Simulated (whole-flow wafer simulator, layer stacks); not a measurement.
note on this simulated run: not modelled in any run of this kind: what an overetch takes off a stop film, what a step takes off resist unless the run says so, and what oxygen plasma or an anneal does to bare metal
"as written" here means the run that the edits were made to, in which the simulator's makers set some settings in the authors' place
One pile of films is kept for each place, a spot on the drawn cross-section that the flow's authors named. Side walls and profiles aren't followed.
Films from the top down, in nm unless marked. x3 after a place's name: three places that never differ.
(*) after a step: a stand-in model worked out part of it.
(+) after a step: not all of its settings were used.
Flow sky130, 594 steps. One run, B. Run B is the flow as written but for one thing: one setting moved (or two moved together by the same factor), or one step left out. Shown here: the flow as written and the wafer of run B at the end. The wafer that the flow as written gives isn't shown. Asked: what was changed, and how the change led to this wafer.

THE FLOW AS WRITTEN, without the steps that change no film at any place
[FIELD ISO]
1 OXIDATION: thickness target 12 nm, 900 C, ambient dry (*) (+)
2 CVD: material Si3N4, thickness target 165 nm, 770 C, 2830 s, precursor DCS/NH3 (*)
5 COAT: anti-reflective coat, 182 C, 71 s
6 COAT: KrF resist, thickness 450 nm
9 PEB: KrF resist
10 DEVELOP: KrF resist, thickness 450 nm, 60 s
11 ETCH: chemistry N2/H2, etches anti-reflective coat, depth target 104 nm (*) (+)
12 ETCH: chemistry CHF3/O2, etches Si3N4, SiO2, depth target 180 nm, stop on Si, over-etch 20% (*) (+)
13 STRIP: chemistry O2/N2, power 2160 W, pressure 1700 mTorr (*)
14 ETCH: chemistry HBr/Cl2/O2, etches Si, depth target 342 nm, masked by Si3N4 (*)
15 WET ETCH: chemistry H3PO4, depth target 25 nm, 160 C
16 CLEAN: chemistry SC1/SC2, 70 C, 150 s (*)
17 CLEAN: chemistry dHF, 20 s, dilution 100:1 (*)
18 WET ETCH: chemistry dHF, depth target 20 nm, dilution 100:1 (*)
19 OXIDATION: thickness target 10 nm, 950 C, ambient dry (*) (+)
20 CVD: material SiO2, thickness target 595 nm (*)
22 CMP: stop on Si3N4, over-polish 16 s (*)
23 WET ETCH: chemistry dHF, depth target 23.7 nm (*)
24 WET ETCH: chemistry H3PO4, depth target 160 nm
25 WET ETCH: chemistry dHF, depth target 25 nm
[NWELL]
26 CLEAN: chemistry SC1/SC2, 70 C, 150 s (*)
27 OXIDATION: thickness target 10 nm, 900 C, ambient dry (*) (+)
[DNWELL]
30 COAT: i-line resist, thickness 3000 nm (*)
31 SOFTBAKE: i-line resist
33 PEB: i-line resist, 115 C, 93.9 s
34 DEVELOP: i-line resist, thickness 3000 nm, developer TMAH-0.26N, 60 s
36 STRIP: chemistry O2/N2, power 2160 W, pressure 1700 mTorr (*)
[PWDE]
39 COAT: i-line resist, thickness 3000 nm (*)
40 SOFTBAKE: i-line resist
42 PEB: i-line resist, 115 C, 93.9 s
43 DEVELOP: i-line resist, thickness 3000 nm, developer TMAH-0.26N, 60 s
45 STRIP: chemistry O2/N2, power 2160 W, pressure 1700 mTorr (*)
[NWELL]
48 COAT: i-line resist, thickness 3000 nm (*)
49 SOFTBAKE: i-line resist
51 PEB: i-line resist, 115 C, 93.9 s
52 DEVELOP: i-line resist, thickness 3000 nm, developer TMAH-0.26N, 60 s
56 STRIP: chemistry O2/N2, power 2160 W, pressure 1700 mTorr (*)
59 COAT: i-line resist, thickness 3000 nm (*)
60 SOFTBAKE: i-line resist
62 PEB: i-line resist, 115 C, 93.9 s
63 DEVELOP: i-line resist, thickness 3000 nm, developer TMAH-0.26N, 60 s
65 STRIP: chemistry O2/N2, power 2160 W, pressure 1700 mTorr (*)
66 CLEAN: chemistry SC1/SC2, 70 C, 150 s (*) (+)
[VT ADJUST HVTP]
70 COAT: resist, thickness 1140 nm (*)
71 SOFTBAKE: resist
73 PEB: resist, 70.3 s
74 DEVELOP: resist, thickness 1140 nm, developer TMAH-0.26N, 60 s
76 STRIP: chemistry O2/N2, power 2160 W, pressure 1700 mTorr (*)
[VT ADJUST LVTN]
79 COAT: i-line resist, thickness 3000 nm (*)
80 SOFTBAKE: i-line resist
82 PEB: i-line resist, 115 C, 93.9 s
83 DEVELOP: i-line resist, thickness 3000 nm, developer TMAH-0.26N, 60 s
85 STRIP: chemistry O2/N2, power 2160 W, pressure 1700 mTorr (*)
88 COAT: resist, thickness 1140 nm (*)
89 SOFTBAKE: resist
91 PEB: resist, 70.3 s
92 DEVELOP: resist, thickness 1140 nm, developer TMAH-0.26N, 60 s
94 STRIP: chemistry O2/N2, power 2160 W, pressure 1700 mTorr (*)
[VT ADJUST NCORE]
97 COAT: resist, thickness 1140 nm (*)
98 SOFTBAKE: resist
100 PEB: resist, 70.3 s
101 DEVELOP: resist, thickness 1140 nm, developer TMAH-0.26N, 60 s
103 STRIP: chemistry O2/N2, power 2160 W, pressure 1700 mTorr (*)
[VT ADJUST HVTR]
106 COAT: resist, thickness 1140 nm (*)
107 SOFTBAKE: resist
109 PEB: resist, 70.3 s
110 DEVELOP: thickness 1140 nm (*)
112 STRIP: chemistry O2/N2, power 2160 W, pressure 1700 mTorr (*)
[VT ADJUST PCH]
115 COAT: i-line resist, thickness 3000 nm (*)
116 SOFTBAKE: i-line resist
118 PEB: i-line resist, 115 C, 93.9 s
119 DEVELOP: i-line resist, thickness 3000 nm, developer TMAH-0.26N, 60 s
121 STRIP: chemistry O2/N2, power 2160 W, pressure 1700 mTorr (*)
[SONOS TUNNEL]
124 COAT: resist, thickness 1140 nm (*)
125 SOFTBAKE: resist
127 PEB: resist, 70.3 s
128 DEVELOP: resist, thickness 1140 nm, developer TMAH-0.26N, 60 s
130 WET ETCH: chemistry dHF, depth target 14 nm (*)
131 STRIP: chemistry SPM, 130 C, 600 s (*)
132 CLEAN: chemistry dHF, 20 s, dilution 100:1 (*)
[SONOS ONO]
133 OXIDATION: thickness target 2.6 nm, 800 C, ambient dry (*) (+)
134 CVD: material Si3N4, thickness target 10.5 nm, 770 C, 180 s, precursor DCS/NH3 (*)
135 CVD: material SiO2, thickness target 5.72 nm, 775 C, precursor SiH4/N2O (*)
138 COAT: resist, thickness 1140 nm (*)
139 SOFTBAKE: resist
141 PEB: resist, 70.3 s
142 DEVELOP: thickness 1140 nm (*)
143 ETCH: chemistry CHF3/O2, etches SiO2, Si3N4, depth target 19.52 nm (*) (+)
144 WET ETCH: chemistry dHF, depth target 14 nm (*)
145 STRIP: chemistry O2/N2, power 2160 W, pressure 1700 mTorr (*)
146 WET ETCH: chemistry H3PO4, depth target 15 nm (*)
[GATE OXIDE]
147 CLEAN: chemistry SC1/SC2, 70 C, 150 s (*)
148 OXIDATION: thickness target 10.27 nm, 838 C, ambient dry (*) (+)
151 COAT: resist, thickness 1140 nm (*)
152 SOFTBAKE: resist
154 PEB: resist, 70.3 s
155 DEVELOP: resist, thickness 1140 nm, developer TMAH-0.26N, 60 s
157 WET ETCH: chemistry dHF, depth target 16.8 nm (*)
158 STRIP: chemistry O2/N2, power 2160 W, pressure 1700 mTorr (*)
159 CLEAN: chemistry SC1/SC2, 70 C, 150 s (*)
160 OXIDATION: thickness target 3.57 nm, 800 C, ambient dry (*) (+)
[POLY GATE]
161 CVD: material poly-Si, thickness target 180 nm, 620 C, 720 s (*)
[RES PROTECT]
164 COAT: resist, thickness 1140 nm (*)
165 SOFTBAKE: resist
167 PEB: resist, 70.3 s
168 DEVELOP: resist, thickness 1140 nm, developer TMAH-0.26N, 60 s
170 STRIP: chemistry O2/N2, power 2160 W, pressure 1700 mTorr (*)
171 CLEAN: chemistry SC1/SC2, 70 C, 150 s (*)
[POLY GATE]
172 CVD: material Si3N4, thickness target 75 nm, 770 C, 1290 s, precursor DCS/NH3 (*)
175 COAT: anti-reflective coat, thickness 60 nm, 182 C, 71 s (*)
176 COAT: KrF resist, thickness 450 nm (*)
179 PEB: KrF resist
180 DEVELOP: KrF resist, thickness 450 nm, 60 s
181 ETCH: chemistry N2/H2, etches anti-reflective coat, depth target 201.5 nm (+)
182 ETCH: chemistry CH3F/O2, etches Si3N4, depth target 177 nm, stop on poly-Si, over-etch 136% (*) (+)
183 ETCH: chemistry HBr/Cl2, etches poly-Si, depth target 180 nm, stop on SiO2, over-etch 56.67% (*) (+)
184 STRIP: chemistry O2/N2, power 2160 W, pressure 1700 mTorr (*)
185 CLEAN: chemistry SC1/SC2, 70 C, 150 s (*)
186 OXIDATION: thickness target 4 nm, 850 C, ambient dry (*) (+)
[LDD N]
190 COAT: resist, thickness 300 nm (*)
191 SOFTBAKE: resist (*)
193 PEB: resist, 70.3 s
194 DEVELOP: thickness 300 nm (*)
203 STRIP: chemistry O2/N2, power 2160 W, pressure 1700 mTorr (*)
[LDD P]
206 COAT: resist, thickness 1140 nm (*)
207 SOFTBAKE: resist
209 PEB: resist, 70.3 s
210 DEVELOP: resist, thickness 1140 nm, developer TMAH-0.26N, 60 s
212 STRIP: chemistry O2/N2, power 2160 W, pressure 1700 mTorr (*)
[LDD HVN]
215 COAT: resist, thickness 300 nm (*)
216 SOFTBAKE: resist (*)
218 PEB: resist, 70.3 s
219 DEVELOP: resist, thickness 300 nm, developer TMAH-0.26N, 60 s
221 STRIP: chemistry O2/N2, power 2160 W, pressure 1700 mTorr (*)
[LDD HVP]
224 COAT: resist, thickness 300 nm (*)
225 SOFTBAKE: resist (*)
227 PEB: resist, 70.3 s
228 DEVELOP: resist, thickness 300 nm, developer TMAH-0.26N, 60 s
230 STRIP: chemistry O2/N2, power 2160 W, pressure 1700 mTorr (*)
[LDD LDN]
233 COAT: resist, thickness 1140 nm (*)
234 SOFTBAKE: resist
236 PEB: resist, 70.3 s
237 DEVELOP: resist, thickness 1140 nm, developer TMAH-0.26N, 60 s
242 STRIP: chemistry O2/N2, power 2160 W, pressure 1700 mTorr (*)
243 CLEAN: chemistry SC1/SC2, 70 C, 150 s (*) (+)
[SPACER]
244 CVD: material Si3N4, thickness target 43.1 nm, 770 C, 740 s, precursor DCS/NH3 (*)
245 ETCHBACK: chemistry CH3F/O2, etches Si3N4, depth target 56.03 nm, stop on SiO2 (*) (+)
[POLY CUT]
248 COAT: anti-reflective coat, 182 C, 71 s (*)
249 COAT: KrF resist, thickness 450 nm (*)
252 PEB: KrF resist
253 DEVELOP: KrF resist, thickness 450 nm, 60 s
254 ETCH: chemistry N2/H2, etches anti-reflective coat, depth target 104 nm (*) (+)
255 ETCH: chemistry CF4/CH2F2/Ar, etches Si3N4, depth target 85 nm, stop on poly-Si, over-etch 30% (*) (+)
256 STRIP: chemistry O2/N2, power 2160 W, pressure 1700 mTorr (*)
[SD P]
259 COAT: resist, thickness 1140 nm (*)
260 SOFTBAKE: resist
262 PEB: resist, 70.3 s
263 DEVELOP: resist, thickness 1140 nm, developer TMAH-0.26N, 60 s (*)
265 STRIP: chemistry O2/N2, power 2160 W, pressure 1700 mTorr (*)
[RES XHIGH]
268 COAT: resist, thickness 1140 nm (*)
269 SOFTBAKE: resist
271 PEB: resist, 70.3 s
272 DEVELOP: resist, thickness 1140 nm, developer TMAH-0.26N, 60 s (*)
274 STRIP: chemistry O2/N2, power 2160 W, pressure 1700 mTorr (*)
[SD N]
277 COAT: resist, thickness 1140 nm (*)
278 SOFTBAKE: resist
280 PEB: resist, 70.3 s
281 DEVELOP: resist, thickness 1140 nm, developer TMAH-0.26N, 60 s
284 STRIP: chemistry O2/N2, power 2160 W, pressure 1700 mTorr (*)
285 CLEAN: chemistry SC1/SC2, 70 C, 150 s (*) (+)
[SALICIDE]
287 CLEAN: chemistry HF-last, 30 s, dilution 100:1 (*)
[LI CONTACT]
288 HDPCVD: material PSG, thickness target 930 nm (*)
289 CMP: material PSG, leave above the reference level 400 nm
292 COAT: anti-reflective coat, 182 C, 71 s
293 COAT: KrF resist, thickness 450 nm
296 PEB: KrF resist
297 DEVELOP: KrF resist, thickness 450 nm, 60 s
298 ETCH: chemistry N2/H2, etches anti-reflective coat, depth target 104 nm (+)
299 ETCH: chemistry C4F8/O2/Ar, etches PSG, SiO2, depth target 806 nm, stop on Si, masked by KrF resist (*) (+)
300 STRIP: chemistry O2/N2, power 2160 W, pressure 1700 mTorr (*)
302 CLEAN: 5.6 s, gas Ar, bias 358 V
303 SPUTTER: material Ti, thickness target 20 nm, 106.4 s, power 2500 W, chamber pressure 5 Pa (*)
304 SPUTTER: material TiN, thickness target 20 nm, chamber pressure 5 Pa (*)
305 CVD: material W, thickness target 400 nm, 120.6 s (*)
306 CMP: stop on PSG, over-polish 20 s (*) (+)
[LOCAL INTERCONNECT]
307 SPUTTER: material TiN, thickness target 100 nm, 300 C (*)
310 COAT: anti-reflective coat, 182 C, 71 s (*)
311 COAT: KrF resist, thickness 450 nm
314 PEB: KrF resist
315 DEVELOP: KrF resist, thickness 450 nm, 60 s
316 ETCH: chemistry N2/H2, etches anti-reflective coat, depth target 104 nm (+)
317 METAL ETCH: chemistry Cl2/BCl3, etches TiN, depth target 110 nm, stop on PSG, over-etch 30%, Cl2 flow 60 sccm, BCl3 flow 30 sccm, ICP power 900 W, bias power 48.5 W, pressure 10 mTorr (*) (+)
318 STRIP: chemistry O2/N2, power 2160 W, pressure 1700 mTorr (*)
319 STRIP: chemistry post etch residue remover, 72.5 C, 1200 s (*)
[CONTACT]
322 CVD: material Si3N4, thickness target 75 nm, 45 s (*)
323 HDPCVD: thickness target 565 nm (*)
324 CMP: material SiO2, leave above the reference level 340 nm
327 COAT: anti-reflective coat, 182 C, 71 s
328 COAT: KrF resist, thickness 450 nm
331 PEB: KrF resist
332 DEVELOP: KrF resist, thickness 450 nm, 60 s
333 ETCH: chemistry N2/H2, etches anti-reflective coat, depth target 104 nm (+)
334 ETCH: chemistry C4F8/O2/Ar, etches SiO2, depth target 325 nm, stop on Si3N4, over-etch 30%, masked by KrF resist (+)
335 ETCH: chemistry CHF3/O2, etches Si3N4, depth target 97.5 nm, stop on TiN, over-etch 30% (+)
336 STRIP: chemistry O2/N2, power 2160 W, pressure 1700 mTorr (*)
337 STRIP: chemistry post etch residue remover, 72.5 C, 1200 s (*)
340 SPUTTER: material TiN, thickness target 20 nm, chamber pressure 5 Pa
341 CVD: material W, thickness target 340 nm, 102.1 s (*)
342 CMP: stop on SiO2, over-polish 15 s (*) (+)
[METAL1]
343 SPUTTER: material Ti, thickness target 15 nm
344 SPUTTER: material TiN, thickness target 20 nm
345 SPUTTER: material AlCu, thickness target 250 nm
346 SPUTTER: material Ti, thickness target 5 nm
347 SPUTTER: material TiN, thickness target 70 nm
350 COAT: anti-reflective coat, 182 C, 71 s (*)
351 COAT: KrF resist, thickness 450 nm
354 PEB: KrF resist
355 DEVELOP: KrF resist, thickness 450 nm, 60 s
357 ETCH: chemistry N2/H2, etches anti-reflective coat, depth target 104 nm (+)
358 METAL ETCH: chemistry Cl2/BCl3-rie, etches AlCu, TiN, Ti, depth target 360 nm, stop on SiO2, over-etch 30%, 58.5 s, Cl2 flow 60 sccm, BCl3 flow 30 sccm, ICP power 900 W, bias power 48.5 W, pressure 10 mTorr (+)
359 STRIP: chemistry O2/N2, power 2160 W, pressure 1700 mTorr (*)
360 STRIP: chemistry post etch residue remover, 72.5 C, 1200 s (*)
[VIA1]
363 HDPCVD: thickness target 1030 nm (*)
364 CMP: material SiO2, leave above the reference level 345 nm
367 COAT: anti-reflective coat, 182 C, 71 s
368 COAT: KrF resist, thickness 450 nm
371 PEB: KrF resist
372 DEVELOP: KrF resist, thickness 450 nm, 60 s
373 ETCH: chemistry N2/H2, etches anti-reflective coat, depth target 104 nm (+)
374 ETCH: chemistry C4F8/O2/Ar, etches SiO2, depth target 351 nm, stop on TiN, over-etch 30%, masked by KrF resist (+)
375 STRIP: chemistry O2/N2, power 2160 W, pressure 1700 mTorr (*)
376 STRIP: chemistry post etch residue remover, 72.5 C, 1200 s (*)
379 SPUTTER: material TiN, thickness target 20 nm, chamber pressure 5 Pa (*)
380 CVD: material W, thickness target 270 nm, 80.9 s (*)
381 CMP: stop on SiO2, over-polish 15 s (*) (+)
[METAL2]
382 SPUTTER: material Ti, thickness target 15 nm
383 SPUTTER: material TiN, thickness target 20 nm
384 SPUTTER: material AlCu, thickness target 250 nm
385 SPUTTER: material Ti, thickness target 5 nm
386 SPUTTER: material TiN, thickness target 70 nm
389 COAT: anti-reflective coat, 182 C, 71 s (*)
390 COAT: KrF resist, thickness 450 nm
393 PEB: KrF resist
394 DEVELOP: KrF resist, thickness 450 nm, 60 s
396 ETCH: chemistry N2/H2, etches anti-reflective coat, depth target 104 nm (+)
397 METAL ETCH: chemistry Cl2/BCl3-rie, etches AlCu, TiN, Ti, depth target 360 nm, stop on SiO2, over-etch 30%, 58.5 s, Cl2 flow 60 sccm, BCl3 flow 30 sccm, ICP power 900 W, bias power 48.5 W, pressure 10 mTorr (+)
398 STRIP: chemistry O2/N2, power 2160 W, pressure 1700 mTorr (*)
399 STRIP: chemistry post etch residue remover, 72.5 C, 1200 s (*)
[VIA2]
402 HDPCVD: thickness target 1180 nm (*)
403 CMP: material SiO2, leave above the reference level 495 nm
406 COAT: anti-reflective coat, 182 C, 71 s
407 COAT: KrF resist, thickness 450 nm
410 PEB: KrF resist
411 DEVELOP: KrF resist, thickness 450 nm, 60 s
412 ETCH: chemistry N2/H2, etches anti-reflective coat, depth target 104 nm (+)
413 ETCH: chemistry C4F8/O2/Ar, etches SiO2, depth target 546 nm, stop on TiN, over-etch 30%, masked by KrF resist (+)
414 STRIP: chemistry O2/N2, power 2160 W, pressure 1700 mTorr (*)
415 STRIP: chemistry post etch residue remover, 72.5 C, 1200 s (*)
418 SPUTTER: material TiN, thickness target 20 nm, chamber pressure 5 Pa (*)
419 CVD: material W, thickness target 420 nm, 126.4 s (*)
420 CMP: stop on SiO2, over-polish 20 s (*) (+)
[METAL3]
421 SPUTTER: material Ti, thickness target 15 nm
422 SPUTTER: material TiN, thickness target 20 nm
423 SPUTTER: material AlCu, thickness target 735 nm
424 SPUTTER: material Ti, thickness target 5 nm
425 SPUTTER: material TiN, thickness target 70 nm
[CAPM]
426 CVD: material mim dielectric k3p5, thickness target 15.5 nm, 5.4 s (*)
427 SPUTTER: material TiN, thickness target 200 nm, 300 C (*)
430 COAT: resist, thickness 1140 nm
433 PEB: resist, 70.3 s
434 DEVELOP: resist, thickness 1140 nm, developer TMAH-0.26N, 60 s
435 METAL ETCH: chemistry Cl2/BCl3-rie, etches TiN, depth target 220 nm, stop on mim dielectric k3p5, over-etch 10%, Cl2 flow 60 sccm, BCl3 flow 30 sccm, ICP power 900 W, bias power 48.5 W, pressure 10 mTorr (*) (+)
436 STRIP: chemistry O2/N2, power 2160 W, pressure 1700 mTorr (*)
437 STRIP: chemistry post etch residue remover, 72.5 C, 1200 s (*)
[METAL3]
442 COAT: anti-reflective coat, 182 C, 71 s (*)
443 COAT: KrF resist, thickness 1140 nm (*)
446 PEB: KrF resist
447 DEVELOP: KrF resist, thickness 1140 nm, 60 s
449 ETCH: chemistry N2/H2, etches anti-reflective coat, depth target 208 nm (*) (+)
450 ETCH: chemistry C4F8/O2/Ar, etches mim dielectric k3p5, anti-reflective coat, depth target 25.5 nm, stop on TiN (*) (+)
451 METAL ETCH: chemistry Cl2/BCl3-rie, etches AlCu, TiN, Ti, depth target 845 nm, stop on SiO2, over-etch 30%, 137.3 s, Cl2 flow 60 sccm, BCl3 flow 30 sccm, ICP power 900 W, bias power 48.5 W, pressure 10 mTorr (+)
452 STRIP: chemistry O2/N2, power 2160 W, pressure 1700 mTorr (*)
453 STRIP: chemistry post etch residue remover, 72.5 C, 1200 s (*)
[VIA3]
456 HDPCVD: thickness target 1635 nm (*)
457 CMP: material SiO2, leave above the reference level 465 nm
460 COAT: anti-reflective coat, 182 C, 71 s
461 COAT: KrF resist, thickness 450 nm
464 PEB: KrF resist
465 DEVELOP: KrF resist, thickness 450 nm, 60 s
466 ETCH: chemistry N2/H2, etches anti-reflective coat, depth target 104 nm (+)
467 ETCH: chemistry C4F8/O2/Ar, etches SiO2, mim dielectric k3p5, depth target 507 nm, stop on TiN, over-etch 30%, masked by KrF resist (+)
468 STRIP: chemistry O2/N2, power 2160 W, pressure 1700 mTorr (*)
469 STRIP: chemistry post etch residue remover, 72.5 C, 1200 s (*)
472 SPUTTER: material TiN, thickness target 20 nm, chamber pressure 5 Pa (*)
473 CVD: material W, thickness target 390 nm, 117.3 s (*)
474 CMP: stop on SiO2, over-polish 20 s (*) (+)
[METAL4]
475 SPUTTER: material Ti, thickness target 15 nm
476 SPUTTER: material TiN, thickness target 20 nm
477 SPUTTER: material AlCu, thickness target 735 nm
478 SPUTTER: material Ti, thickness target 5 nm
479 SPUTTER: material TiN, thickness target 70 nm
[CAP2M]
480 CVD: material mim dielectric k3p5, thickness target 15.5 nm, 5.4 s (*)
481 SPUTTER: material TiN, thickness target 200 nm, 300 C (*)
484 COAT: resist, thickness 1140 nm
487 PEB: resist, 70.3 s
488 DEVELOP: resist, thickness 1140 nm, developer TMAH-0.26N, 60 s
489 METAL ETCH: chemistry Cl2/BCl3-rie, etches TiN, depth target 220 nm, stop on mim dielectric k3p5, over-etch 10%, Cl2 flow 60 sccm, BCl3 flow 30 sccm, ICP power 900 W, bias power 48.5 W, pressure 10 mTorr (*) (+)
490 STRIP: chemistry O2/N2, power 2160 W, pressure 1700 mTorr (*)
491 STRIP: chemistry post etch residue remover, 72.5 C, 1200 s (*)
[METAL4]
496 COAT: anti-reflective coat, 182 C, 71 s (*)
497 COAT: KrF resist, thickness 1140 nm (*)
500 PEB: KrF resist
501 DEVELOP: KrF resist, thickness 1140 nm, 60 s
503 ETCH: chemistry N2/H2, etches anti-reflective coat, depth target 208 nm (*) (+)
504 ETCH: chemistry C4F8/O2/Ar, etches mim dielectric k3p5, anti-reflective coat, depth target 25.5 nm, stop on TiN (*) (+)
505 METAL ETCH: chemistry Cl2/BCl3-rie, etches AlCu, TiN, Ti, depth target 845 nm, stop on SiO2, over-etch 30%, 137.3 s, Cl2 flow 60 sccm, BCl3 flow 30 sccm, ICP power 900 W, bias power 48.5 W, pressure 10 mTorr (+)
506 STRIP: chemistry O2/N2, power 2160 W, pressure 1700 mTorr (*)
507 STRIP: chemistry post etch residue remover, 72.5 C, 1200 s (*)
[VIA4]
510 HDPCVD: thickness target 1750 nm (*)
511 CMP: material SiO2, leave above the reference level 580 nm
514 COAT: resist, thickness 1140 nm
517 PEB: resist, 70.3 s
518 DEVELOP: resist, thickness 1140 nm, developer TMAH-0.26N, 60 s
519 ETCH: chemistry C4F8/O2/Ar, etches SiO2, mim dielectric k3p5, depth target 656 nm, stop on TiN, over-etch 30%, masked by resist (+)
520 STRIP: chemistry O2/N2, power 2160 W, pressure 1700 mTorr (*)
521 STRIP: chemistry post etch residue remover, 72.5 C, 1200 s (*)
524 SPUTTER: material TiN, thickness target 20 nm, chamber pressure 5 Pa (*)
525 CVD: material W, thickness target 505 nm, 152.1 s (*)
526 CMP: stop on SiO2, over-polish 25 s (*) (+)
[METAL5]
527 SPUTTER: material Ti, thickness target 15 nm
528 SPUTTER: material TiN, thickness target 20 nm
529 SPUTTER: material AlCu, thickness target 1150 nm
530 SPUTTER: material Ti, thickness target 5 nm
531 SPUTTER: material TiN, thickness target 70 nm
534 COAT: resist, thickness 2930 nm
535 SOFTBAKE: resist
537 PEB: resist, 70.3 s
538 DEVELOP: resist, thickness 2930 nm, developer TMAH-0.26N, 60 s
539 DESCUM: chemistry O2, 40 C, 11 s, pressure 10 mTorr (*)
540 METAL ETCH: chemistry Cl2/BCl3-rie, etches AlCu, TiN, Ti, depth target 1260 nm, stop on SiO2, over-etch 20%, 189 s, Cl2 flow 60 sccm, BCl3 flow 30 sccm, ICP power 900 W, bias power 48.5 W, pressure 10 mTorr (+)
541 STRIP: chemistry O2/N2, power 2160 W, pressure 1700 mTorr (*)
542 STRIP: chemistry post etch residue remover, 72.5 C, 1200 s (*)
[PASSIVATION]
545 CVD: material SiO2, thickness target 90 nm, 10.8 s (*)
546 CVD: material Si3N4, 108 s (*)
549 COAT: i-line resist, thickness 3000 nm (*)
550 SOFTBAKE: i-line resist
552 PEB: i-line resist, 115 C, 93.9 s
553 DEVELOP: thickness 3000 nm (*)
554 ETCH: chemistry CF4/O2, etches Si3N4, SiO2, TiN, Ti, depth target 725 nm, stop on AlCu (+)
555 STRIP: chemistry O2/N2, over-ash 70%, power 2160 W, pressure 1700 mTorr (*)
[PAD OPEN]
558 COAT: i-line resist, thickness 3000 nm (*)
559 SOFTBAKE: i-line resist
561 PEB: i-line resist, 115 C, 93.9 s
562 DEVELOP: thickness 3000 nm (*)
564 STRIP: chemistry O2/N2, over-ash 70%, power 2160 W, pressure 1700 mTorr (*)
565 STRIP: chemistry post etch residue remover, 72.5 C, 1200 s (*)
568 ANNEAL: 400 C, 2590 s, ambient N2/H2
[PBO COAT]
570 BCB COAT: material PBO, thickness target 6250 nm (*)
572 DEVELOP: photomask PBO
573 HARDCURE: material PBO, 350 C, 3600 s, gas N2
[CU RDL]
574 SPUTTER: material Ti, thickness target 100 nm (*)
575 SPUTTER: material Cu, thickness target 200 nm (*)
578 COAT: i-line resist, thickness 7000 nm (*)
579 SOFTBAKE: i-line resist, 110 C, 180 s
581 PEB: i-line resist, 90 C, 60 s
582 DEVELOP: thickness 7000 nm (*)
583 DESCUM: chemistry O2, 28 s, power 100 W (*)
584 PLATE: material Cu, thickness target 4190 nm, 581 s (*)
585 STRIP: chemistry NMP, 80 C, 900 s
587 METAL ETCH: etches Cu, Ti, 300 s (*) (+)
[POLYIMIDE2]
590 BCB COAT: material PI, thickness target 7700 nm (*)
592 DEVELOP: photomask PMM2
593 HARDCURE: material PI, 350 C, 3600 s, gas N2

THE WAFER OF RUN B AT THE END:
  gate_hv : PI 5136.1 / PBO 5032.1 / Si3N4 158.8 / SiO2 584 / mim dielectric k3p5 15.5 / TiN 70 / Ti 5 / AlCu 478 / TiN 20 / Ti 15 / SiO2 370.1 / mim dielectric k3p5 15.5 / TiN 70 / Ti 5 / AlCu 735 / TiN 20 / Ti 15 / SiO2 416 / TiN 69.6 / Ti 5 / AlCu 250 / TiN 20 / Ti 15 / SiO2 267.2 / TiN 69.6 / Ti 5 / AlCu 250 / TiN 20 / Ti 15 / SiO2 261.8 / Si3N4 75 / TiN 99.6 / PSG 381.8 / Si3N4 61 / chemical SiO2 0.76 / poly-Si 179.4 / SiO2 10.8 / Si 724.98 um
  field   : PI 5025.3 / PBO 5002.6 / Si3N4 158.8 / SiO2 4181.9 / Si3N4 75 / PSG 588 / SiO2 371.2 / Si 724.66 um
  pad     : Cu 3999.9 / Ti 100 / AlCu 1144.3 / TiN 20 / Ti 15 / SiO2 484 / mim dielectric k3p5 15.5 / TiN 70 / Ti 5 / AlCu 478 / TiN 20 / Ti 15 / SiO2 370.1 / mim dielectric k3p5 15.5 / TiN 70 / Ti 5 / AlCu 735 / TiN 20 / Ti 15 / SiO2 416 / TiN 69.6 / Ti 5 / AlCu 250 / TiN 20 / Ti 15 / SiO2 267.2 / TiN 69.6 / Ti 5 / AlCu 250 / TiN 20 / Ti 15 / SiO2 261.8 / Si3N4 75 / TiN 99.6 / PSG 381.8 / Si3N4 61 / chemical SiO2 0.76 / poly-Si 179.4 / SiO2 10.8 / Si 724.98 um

The cause: step 477, SPUTTER: thickness target 478 nm was run, where the flow has thickness target 735 nm.
It can be read off the wafer: gate_hv has AlCu 478, and step 477 as written asks for 735 nm.

How the change led to this, step by step:
  477 SPUTTER: material AlCu, thickness target 735 nm
      field, active, n_well and 189 more: AlCu +478 (new film) (as written it would be: AlCu +735 (new film))
  505 METAL ETCH: chemistry Cl2/BCl3-rie, etches AlCu, TiN, Ti, depth target 845 nm, stop on SiO2, over-etch 30%, 137.3 s, Cl2 flow 60 sccm, BCl3 flow 30 sccm, ICP power 900 W, bias power 48.5 W, pressure 10 mTorr (+)
      field, gate, spacer and 68 more: TiN -70 (all of it), Ti -5 (all of it), AlCu -478 (all of it), TiN -20 (all of it), Ti -15 (all of it), SiO2 -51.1 (as written it would be: TiN -70 (all of it), Ti -5 (all of it), AlCu -735 (all of it), TiN -20 (all of it), Ti -15 (all of it), SiO2 -25.4)
      active, vpp_iso1, mim_edge_plate and 13 more: TiN -70 (all of it), Ti -5 (all of it), AlCu -478 (all of it), TiN -20 (all of it), Ti -15 (all of it), SiO2 -51.1 (as written it would be: TiN -70 (all of it), Ti -5 (all of it), AlCu -735 (all of it), TiN -20 (all of it), Ti -15 (all of it), SiO2 -25.3)
      (and at 1 more place)
  511 CMP: material SiO2, leave above the reference level 580 nm
      field, gate, spacer and 61 more: SiO2 -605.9 (as written it would be: SiO2 -374.7)
      active, vpp_ln, vpp_iso2 and 13 more: SiO2 -606 (as written it would be: SiO2 -374.7)
      (and at 8 more places)
